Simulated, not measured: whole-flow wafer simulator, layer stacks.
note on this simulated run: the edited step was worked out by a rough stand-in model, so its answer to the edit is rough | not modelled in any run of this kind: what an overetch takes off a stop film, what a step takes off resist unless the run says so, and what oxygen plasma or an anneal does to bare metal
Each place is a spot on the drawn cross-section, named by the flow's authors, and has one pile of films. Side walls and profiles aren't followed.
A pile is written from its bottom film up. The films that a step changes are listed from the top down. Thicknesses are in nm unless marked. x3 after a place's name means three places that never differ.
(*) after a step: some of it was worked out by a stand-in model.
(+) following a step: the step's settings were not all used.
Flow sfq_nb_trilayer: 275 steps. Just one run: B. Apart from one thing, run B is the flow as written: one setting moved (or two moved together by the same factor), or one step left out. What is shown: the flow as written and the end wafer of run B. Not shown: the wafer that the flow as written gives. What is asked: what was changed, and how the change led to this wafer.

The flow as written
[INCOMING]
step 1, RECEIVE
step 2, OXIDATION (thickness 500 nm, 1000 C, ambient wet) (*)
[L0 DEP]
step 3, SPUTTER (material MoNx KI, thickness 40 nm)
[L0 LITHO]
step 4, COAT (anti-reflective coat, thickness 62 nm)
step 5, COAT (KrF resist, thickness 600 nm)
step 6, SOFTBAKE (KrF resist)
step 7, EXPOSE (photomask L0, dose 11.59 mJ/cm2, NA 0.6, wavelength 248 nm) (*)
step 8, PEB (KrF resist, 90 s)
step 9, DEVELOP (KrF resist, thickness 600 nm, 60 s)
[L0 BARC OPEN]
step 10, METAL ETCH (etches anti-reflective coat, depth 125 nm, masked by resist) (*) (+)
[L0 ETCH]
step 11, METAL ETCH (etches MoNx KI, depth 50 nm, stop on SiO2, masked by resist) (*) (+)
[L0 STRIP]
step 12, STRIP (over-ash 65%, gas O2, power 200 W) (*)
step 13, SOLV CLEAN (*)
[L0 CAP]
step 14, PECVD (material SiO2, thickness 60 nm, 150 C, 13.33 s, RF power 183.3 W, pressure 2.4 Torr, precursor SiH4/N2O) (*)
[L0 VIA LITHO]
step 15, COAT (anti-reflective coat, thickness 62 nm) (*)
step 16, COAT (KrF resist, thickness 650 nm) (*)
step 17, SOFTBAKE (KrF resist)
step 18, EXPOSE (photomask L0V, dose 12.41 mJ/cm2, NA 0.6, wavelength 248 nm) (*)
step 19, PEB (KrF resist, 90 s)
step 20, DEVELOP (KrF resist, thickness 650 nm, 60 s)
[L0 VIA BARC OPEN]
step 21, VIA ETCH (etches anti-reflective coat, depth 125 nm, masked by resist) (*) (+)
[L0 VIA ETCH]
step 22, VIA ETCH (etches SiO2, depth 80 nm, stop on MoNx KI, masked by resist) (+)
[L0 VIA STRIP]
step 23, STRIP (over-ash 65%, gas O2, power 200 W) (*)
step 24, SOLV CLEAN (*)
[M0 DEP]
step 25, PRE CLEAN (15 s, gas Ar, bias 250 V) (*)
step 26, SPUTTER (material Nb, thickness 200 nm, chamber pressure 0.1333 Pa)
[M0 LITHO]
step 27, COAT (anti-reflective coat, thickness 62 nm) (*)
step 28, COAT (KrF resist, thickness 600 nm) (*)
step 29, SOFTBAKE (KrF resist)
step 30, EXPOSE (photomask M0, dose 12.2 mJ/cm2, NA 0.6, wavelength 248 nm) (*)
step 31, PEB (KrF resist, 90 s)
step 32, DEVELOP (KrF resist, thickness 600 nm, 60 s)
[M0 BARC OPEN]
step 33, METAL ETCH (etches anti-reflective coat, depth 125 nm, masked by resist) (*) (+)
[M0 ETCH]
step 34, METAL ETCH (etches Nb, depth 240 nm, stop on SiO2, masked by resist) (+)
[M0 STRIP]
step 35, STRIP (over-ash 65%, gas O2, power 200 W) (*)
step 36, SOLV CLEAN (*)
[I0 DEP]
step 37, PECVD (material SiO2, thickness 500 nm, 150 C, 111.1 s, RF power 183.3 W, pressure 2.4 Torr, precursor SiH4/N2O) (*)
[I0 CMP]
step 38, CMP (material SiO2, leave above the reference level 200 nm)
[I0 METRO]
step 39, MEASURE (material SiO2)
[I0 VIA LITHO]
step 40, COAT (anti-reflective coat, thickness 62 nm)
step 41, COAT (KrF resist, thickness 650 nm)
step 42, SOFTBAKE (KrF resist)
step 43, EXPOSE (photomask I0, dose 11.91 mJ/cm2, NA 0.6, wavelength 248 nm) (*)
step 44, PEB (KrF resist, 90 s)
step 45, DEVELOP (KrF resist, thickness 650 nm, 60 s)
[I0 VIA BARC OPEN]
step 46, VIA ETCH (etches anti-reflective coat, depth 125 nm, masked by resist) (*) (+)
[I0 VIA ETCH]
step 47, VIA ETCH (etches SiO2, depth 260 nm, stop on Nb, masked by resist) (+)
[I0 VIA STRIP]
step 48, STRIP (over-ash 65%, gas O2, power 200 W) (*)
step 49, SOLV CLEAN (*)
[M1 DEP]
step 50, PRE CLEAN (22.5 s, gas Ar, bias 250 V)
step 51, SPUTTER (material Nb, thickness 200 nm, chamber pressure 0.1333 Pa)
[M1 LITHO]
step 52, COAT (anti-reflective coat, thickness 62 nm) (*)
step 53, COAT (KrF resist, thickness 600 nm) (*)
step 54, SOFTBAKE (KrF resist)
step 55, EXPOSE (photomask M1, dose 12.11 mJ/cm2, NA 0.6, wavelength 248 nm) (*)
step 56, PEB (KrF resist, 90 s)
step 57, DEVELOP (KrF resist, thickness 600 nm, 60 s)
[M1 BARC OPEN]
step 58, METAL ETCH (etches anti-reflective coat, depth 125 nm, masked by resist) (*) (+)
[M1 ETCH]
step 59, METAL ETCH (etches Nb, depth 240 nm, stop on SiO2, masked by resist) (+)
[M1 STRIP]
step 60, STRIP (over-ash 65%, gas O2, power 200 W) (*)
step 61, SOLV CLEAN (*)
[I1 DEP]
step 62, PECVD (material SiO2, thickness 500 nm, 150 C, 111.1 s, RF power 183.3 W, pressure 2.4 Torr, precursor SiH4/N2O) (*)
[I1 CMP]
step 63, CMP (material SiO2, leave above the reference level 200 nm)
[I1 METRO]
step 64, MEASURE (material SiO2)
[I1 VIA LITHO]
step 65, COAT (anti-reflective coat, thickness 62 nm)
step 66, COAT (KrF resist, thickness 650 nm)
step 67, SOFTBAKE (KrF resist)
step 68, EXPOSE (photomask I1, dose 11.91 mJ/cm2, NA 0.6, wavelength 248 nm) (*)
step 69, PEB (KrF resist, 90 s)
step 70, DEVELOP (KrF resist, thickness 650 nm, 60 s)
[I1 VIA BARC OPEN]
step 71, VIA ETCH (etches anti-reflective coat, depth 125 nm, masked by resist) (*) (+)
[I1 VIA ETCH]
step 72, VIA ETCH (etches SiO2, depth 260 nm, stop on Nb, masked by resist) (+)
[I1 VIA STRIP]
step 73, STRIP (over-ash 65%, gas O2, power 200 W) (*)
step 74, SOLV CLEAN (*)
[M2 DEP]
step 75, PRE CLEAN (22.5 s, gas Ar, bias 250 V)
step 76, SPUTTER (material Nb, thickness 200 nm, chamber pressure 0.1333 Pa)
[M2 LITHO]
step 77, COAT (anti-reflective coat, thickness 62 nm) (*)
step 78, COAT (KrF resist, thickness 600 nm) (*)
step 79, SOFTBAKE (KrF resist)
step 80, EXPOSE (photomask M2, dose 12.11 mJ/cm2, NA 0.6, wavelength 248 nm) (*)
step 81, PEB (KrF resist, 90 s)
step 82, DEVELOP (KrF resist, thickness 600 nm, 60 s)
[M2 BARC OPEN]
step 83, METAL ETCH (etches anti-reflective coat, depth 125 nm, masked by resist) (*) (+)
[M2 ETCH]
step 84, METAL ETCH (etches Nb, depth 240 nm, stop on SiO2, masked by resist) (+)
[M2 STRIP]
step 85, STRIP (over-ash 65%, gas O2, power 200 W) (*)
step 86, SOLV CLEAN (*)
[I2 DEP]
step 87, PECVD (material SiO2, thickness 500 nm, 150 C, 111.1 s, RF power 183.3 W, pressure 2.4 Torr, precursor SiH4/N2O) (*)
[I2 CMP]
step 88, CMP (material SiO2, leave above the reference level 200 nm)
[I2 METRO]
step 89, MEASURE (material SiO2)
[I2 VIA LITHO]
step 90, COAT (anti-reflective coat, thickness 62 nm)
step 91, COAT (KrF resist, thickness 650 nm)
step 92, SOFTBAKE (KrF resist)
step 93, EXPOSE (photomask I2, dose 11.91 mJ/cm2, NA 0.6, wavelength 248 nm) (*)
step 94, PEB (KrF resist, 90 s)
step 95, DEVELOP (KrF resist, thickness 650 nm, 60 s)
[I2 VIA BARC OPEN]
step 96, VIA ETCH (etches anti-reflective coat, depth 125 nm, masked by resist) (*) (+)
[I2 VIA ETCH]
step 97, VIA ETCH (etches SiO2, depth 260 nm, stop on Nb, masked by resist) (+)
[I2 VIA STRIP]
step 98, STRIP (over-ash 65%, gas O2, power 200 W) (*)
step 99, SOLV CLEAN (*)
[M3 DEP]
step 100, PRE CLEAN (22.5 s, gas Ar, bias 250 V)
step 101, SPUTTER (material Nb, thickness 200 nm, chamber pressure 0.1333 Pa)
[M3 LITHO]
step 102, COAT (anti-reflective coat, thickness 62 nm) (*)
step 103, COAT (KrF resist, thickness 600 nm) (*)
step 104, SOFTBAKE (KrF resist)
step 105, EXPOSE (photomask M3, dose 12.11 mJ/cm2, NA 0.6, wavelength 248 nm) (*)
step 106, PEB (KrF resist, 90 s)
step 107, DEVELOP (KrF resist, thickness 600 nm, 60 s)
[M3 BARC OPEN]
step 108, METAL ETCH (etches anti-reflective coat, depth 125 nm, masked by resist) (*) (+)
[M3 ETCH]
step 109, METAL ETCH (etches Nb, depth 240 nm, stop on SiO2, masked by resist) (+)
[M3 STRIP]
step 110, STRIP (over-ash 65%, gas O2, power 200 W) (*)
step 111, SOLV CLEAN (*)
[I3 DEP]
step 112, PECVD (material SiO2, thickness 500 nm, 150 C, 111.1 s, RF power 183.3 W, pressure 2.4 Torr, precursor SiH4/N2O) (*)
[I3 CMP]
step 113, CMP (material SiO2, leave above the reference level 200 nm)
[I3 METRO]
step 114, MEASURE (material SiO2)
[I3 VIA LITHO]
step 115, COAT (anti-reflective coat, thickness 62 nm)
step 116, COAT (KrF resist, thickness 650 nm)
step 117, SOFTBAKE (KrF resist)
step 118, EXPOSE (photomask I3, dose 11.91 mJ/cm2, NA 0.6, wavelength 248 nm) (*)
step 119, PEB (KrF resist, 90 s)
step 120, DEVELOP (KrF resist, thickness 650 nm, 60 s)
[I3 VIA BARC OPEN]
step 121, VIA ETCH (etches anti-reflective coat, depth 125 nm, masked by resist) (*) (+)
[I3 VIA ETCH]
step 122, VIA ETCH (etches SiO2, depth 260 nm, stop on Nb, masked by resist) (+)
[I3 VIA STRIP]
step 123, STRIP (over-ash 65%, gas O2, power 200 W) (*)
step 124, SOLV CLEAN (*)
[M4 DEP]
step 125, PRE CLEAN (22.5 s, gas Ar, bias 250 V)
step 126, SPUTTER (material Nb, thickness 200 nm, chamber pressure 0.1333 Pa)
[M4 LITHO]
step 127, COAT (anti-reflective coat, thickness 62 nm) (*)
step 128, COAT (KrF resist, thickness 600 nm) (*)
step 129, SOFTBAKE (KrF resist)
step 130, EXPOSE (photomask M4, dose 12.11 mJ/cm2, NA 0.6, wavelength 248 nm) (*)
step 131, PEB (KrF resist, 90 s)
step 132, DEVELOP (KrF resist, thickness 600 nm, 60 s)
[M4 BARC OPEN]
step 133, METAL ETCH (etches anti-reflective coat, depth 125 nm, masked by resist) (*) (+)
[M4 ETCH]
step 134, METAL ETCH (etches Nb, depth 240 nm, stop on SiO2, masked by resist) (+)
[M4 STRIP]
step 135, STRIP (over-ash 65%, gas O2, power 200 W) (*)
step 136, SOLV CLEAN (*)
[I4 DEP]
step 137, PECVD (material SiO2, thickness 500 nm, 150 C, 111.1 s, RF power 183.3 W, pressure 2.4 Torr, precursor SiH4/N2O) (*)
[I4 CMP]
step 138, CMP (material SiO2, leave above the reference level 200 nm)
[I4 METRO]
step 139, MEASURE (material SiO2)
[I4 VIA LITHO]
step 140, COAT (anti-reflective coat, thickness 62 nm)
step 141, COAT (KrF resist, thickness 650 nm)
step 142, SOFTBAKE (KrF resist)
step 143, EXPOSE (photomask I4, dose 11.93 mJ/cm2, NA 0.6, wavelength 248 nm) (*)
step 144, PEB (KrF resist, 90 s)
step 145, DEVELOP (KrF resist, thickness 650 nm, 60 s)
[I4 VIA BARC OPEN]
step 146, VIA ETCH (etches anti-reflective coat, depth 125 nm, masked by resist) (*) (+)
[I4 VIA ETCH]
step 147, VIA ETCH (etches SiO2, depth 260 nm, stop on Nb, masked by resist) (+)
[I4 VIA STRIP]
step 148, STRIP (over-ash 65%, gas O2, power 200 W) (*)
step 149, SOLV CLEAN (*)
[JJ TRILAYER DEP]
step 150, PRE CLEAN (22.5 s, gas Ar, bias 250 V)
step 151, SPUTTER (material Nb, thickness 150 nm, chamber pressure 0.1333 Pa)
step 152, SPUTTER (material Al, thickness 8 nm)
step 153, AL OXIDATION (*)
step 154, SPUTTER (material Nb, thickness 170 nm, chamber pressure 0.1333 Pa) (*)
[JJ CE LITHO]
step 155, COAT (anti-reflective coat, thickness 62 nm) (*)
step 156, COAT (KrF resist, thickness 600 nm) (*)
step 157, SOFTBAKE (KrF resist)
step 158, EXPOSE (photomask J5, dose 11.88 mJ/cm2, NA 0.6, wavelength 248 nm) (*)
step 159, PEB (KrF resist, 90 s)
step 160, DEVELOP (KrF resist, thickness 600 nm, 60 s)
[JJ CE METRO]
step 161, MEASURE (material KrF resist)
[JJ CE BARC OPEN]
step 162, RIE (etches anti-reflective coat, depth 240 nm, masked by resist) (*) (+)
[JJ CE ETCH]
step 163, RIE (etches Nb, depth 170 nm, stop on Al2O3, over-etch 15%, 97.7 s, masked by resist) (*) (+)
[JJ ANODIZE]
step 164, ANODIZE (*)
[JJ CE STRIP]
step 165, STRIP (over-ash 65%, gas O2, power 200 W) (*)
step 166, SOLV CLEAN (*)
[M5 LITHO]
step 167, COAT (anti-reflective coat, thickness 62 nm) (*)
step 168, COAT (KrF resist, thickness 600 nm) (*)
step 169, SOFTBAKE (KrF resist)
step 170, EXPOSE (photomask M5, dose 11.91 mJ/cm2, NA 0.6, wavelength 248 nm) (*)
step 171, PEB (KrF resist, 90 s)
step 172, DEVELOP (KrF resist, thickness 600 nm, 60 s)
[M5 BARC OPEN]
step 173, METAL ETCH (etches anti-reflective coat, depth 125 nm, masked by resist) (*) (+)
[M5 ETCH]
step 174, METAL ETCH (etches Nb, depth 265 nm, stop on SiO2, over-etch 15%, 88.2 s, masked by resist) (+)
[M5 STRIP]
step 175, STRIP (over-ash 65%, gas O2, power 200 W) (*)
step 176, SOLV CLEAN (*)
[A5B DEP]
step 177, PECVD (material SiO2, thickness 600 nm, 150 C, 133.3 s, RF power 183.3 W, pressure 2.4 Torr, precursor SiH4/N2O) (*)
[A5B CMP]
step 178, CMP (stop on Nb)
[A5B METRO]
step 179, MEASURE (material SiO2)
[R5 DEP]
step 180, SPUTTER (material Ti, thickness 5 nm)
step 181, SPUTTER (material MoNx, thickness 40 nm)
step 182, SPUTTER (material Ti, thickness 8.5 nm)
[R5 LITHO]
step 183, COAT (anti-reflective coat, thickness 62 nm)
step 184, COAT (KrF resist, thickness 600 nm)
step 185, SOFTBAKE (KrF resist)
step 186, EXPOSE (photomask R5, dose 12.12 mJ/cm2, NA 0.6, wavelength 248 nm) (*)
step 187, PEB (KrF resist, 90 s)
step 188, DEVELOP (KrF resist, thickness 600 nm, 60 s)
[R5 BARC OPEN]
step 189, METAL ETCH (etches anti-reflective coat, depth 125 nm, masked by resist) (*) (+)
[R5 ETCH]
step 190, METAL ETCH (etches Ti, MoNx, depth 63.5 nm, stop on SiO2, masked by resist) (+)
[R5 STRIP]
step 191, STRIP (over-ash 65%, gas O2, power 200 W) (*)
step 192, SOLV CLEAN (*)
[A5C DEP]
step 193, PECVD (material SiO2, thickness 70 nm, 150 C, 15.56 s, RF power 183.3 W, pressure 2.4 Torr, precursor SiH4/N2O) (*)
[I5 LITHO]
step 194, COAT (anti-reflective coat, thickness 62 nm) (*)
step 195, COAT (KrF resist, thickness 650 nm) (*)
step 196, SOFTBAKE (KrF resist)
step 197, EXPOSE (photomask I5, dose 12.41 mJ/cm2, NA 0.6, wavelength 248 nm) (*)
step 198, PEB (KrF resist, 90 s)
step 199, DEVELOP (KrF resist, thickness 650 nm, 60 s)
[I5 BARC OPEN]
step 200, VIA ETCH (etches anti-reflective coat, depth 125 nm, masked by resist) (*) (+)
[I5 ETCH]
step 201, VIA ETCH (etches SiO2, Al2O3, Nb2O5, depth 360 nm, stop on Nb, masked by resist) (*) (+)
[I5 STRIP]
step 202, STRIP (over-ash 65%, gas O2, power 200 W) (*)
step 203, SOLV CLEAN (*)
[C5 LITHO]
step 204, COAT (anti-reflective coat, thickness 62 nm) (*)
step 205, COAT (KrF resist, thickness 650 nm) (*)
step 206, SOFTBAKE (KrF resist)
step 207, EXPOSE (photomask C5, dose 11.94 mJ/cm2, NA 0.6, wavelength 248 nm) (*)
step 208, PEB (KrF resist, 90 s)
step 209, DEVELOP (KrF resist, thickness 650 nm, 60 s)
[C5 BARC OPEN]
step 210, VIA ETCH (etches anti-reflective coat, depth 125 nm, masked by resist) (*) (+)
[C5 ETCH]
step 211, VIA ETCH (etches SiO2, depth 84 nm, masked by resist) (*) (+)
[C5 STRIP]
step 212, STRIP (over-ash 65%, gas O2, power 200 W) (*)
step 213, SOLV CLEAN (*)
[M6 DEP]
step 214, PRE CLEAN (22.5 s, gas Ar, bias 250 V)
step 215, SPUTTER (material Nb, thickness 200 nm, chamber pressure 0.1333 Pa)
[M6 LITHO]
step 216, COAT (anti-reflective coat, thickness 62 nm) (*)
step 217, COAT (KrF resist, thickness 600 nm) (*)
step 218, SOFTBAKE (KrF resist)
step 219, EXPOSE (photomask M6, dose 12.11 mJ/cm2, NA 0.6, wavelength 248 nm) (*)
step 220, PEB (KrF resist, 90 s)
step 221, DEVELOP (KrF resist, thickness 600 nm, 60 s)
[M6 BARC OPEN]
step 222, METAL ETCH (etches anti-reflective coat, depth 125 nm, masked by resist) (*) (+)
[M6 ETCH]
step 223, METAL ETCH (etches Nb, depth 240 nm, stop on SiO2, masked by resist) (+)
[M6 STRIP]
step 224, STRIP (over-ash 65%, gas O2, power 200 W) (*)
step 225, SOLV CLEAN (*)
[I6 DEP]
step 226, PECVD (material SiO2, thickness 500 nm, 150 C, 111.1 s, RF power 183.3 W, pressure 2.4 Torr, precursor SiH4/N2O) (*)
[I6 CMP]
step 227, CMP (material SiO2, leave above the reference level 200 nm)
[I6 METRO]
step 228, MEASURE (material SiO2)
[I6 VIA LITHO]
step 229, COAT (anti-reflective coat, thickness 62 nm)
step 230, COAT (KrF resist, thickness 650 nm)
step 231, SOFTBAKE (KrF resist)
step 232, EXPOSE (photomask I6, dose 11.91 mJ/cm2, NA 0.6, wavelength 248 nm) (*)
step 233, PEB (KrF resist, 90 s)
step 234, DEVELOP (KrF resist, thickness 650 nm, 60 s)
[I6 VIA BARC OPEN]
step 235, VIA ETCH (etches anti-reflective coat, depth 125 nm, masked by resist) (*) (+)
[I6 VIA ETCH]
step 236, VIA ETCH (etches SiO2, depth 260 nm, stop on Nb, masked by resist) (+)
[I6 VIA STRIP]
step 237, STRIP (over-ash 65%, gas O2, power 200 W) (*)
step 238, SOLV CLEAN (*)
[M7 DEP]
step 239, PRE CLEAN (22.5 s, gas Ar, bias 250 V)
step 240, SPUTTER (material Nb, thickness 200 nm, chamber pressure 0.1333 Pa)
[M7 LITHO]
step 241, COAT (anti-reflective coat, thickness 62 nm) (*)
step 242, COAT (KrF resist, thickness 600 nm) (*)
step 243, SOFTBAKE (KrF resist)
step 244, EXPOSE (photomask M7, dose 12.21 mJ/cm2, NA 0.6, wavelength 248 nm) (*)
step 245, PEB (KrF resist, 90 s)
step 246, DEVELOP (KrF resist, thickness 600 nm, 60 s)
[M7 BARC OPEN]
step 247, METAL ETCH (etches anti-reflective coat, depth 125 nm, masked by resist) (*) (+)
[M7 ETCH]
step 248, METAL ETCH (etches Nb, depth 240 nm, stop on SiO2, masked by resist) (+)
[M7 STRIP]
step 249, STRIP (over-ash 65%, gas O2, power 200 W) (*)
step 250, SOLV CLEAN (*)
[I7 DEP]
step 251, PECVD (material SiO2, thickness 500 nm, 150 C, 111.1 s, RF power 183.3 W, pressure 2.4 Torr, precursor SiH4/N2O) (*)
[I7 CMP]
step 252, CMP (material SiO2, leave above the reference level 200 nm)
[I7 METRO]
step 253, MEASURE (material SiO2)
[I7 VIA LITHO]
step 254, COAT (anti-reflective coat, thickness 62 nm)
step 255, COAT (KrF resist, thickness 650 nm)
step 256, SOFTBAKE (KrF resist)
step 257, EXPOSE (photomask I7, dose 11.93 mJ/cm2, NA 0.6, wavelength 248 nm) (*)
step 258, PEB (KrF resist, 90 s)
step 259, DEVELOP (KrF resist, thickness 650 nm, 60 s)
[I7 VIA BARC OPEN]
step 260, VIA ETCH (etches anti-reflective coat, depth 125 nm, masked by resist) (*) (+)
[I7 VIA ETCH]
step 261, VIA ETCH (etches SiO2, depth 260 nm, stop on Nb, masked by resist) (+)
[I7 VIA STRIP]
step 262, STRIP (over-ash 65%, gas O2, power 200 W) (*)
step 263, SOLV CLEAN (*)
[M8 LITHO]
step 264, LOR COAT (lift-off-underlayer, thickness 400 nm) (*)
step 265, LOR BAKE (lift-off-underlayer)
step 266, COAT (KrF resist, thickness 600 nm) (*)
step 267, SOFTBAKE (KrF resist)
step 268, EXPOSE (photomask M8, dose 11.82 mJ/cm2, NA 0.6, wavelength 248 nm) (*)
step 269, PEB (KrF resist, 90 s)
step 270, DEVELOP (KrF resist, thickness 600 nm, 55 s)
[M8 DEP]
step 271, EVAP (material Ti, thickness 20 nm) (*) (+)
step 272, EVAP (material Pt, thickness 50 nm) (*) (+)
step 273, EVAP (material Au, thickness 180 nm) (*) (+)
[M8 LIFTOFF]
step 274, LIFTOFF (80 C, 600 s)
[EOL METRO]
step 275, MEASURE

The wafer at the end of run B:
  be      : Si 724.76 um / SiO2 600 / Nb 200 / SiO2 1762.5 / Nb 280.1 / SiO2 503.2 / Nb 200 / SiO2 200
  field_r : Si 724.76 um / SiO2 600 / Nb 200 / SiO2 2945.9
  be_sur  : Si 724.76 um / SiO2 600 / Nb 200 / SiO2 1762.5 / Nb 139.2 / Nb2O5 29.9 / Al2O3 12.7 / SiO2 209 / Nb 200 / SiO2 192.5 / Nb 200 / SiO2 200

Cause: step 2, OXIDATION: thickness 545 nm was run, whereas the flow has thickness 500 nm.

How this came from the change, step by step:
  step 2, OXIDATION (thickness 500 nm, 1000 C, ambient wet) (*)
      field_l, v_sur, via_wl and 103 more: SiO2 gains 545 (new film), chemical SiO2 loses 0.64 (all of it), Si loses 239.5 (it would be, as written: SiO2 gains 500 (new film), chemical SiO2 loses 0.64 (all of it), Si loses 219.7)
